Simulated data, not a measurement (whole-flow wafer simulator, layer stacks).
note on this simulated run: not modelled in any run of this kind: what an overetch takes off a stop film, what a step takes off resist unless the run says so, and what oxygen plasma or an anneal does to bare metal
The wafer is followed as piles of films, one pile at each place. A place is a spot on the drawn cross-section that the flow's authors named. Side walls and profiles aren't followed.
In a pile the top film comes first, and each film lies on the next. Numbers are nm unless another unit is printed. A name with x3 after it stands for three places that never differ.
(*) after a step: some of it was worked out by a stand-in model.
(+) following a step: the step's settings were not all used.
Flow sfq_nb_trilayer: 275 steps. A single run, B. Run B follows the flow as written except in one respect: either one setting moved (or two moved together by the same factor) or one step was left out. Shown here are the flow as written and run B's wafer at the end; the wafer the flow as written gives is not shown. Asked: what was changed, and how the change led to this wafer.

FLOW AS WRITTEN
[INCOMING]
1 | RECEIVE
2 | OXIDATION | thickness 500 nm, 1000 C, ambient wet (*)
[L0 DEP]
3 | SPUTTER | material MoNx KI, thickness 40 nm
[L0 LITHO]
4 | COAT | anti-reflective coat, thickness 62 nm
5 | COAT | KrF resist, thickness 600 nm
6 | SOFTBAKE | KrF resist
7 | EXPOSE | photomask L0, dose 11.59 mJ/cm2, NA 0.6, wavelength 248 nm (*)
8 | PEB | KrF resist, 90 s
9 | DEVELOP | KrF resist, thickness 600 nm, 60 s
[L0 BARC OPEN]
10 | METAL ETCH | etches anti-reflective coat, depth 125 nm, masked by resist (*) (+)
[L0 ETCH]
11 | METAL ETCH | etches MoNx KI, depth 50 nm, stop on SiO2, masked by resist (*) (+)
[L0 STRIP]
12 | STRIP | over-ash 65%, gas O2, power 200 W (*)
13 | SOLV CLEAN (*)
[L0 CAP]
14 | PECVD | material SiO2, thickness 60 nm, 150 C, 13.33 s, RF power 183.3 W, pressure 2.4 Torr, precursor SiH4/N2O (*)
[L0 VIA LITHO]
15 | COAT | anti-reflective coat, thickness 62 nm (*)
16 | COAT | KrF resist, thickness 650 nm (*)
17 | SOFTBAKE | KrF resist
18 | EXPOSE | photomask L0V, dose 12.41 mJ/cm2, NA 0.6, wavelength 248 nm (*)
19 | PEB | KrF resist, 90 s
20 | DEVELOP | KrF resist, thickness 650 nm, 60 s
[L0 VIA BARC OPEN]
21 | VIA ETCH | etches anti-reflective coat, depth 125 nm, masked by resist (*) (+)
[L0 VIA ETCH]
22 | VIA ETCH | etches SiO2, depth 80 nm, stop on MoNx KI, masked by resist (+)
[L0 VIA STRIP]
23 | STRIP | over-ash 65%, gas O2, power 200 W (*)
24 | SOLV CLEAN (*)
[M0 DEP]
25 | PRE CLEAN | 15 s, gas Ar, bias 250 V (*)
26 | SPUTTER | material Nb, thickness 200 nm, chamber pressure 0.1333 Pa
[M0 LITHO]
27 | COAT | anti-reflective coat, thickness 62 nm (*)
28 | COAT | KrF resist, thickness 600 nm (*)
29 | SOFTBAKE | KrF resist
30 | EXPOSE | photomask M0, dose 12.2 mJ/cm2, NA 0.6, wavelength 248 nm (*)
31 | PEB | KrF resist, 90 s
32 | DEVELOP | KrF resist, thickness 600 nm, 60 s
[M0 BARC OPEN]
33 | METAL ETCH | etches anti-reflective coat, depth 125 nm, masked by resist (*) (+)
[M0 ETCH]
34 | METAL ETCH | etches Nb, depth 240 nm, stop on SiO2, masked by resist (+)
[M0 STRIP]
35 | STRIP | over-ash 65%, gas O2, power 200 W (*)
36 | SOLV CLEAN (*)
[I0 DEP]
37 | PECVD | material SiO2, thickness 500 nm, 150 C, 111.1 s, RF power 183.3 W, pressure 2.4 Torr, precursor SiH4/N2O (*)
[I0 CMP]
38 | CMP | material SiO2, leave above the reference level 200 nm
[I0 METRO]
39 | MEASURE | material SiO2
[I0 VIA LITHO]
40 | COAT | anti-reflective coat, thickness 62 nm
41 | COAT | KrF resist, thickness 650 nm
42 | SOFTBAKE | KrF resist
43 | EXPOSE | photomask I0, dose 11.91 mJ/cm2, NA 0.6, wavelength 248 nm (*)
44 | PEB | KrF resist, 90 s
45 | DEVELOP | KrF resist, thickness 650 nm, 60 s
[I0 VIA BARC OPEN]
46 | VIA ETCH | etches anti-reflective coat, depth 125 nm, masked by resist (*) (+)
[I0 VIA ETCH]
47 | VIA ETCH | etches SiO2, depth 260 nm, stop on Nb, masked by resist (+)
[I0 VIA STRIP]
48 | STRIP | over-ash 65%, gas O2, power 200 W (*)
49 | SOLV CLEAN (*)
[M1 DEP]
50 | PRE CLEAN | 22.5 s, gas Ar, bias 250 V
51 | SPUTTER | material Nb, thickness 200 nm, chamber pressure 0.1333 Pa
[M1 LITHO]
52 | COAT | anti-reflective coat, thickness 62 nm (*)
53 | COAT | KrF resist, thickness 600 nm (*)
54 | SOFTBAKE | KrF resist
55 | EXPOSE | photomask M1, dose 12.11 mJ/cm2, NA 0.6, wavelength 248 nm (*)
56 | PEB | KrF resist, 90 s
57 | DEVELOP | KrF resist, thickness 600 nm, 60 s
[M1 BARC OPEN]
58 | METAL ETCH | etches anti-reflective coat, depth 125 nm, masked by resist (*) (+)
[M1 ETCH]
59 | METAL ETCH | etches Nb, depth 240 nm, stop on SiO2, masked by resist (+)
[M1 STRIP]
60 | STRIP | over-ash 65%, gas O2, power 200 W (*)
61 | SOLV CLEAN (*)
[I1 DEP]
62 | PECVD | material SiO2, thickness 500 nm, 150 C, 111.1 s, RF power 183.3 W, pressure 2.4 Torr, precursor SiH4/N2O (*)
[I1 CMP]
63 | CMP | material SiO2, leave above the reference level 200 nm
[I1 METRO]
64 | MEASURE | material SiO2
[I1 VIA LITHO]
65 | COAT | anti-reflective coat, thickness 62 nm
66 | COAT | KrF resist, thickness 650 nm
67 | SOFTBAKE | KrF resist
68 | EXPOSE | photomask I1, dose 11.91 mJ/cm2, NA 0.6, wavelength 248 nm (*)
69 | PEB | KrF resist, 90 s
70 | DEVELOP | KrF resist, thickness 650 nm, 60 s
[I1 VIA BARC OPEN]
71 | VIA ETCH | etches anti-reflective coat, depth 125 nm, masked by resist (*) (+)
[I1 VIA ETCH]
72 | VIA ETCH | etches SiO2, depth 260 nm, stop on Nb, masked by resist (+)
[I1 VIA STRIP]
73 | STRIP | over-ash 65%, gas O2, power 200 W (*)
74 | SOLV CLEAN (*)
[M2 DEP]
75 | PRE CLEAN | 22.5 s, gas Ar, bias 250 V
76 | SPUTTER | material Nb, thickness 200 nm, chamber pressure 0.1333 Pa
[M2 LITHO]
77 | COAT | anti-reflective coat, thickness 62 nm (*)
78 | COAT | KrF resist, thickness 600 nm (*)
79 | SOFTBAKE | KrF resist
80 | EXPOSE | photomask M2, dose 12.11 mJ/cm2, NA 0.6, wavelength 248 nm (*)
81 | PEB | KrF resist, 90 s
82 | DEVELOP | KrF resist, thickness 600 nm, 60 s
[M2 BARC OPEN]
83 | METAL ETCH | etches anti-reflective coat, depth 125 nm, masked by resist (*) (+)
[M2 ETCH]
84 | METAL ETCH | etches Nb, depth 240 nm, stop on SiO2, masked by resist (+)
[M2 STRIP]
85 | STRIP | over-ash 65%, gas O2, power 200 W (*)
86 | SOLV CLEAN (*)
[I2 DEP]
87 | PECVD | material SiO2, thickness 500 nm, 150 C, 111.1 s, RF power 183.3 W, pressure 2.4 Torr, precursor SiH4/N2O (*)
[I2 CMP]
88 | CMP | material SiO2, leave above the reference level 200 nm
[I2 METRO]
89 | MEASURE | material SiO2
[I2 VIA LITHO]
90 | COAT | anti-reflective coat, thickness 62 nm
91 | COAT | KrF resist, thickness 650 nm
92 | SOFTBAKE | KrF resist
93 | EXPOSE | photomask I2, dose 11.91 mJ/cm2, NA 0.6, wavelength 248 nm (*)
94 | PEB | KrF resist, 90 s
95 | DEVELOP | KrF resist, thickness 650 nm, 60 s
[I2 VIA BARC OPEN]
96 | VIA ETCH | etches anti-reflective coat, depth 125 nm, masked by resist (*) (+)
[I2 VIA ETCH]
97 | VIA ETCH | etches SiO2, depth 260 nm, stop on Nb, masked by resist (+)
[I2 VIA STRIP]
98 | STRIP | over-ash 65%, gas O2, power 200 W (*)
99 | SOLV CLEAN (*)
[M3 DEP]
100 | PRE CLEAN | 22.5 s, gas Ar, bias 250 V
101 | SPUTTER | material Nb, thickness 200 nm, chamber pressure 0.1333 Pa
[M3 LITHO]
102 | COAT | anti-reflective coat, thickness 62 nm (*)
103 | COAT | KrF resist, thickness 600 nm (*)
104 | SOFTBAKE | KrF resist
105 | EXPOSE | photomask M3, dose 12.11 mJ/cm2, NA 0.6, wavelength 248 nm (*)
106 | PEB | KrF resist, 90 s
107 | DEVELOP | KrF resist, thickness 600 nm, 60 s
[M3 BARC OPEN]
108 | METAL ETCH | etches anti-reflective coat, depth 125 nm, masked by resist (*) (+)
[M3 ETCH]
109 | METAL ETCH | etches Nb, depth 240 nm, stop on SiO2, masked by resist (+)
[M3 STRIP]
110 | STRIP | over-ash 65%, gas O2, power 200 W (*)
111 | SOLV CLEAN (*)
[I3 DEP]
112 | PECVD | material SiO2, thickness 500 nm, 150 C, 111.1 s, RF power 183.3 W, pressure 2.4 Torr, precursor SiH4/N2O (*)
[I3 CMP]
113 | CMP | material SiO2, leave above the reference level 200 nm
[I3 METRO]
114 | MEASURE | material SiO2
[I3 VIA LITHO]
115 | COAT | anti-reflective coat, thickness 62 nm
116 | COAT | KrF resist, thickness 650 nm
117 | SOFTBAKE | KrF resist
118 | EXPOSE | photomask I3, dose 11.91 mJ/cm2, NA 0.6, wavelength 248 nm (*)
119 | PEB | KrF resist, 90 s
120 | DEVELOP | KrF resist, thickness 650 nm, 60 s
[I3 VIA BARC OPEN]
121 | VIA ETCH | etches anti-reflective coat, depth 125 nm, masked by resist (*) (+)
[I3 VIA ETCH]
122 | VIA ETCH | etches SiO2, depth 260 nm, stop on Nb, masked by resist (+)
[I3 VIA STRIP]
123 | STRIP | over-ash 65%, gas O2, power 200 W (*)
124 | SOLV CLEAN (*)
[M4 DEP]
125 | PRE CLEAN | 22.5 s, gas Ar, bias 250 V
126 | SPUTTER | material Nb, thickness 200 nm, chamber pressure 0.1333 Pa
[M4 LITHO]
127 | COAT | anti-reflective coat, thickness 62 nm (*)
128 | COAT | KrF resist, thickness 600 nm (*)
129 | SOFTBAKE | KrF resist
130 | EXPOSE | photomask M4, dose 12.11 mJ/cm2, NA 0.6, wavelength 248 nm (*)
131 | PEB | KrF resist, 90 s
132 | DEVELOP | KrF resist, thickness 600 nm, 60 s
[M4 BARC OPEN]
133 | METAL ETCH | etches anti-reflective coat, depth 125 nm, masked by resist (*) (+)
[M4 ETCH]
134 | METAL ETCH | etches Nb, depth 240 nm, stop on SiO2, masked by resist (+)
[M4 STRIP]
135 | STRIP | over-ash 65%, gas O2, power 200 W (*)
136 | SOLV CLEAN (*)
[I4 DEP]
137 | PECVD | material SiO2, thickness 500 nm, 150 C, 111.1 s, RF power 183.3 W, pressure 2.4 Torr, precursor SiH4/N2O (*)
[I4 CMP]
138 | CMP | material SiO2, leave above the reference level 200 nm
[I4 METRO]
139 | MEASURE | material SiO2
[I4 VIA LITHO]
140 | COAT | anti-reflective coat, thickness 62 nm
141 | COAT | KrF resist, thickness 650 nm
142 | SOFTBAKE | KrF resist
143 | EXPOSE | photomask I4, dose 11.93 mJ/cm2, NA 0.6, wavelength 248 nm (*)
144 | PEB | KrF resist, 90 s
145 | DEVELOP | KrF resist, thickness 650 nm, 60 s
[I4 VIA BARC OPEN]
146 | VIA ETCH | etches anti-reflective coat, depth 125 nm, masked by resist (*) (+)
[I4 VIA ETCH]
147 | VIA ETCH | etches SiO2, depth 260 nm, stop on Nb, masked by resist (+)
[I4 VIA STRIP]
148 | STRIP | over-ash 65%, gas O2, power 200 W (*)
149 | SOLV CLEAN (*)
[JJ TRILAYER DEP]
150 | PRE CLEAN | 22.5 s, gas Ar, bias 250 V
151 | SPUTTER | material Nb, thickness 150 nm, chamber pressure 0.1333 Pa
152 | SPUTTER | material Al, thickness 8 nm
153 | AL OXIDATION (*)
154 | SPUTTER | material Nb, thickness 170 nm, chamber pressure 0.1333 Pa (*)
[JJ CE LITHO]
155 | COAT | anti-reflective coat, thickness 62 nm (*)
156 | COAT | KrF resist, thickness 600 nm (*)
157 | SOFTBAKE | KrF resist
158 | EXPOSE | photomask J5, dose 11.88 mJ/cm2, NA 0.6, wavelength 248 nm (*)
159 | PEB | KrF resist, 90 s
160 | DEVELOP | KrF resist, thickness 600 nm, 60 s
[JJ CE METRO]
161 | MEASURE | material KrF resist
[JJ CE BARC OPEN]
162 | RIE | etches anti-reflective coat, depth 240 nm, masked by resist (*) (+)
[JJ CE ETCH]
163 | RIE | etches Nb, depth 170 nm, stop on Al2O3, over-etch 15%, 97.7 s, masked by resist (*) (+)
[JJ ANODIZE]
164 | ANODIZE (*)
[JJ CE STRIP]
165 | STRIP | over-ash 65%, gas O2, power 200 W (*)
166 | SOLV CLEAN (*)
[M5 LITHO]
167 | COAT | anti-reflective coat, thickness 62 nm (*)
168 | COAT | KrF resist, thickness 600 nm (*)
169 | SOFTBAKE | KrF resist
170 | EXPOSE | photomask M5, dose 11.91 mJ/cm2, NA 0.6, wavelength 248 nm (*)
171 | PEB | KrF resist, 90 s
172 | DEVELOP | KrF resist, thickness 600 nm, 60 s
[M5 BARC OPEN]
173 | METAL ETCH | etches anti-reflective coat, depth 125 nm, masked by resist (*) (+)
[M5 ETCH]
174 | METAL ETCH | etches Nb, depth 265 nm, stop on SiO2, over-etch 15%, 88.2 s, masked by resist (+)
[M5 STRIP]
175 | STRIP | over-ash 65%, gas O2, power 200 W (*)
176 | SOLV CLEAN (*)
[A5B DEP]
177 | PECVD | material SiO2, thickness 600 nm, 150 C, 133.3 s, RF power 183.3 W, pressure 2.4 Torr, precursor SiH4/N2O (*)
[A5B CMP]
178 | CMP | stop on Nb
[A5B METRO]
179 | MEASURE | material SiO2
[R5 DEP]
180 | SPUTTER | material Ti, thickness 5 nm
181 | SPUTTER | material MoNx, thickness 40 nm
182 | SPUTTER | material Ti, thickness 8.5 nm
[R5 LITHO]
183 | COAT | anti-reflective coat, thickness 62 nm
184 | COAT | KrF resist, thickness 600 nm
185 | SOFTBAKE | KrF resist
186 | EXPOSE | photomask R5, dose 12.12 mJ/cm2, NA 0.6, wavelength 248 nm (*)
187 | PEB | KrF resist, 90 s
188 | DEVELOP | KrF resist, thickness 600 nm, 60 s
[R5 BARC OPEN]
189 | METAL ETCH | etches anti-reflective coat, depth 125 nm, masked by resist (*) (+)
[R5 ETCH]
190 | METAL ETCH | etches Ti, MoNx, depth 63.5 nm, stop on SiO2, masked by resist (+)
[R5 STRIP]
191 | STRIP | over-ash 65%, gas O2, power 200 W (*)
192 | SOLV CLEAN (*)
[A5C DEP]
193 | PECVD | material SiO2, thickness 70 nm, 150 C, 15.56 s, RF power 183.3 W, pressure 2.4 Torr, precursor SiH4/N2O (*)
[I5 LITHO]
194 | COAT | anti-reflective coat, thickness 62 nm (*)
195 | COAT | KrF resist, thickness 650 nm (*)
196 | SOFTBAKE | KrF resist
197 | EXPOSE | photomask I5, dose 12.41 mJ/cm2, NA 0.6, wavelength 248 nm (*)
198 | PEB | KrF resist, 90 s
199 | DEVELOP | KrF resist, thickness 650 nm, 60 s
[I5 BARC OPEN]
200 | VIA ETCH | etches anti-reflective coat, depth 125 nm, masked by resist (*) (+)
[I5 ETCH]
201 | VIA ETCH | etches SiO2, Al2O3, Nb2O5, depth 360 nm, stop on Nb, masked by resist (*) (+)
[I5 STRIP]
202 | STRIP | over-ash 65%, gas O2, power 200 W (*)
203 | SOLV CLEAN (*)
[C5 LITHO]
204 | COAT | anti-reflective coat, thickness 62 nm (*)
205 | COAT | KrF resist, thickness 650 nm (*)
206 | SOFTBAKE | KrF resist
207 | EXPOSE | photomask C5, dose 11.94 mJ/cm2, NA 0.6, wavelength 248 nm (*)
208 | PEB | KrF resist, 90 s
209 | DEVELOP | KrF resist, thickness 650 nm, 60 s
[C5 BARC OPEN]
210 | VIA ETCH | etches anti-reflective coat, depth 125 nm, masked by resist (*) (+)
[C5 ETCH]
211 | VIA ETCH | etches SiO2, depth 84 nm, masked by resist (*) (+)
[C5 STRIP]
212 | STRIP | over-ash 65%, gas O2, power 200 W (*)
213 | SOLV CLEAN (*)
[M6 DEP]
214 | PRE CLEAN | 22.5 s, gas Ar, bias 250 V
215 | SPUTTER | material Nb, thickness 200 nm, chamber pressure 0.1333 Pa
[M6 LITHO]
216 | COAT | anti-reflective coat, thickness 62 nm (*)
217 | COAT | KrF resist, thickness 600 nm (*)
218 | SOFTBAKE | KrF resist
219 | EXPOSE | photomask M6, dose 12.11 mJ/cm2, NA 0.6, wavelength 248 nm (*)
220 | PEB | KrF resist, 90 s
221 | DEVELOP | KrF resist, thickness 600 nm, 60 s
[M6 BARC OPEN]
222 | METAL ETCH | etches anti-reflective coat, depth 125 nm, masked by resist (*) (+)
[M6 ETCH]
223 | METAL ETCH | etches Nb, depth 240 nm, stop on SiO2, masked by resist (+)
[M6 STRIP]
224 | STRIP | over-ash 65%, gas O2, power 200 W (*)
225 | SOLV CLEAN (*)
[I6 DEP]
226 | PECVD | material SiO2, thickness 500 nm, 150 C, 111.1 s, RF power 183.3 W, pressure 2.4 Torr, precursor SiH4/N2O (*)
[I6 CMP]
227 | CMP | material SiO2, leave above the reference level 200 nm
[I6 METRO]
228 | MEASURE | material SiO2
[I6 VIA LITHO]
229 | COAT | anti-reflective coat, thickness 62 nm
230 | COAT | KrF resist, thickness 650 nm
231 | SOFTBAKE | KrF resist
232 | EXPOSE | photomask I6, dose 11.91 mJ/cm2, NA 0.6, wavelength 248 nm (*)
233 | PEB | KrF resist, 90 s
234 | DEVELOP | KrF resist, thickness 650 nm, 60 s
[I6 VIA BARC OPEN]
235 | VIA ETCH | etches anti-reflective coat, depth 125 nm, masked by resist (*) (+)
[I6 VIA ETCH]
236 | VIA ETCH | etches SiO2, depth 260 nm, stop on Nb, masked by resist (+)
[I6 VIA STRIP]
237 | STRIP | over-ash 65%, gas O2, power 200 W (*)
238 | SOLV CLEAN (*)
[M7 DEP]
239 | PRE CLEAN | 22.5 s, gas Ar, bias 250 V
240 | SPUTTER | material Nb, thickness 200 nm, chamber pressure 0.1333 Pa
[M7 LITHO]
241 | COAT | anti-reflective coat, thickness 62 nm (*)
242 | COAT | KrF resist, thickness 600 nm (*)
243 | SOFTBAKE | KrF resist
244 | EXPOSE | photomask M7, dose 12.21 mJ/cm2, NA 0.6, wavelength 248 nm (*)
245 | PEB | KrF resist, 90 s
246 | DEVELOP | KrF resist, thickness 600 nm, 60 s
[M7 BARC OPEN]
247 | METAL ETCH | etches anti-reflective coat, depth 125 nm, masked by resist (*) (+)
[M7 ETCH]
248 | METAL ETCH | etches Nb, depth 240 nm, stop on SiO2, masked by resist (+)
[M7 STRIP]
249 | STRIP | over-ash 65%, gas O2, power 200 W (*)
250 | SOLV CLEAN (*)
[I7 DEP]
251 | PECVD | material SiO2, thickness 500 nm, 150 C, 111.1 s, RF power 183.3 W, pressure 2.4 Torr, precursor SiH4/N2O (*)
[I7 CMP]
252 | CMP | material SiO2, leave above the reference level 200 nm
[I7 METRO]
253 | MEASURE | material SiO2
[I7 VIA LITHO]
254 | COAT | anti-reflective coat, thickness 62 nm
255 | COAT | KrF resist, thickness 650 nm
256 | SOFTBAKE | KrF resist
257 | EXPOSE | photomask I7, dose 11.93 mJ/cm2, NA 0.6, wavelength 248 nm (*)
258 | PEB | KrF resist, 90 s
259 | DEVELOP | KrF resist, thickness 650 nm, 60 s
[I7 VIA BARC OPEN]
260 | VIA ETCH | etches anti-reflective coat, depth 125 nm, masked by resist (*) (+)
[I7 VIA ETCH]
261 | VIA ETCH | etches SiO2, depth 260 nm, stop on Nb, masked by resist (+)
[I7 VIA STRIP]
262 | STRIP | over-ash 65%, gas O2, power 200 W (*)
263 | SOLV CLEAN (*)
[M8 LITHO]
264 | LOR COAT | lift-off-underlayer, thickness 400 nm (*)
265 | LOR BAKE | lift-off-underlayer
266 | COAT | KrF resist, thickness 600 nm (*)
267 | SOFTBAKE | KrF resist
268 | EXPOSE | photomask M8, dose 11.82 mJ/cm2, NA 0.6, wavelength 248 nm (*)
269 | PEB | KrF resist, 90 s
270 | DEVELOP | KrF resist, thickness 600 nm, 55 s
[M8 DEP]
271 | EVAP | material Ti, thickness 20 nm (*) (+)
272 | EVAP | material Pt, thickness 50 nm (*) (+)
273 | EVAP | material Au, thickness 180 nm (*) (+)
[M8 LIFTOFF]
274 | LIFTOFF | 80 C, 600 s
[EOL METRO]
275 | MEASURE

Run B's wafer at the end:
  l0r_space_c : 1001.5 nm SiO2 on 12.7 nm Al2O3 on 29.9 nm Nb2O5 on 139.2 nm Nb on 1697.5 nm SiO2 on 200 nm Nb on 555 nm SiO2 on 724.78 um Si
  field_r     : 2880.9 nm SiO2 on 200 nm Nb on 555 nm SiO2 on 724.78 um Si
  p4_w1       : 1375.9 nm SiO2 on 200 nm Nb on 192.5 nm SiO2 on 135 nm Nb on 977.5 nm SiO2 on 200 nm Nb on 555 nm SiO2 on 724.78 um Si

The reason: step 101, SPUTTER: thickness 135 nm was run, whereas the flow has thickness 200 nm.
The wafer itself shows it: p4_w1 has Nb 135, and step 101 as written asks for 200 nm.

How this came from the change, step by step:
  101 | SPUTTER | material Nb, thickness 200 nm, chamber pressure 0.1333 Pa
      field_l, v_sur, via_wl and 102 more: +135 Nb (new film) (in the flow as written it would be: +200 Nb (new film))
      via_w: +111.4 Nb (in the flow as written it would be: +165.5 Nb)
  102 | COAT | anti-reflective coat, thickness 62 nm (*)
      via_wl, via_wr: +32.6 anti-reflective coat (new film) (in the flow as written it would be: +34.2 anti-reflective coat (new film))
      via_w: +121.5 anti-reflective coat (new film) (in the flow as written it would be: +124.8 anti-reflective coat (new film))
  109 | METAL ETCH | etches Nb, depth 240 nm, stop on SiO2, masked by resist (+)
      field_l, be, be_sur and 72 more: -135 Nb (all of it) (in the flow as written it would be: -200 Nb (all of it))
      v_sur, via_wl, via_w and 28 more: -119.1 KrF resist (in the flow as written it would be: -141.2 KrF resist)
  110 | STRIP | over-ash 65%, gas O2, power 200 W (*)
      p4_w1, p4_w2, p4_w3 and 21 more: -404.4 KrF resist (all of it), -62 anti-reflective coat (all of it) (in the flow as written it would be: -382.4 KrF resist (all of it), -62 anti-reflective coat (all of it))
      v_sur: -388 KrF resist (all of it), -60.8 anti-reflective coat (all of it) (in the flow as written it would be: -365.3 KrF resist (all of it), -61.1 anti-reflective coat (all of it))
      (as well as at 6 more places)
  112 | PECVD | material SiO2, thickness 500 nm, 150 C, 111.1 s, RF power 183.3 W, pressure 2.4 Torr, precursor SiH4/N2O (*)
      p4_g1, p4_g2, p3_s0, p3_s1, p3_s2, p3_s3, p3_s4, p3_s5: +500 SiO2 (in the flow as written it would be: +557.1 SiO2)
      via_w: +597.5 SiO2 (new film) (in the flow as written it would be: +615 SiO2 (new film))
  113 | CMP | material SiO2, leave above the reference level 200 nm
      field_l, be, be_sur and 64 more: -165 SiO2 (in the flow as written it would be: -100 SiO2)
      p4_g1, p4_g2, p3_s0, p3_s1, p3_s2, p3_s3, p3_s4, p3_s5: -165 SiO2 (in the flow as written it would be: -157.1 SiO2)
      (as well as at 1 more place)
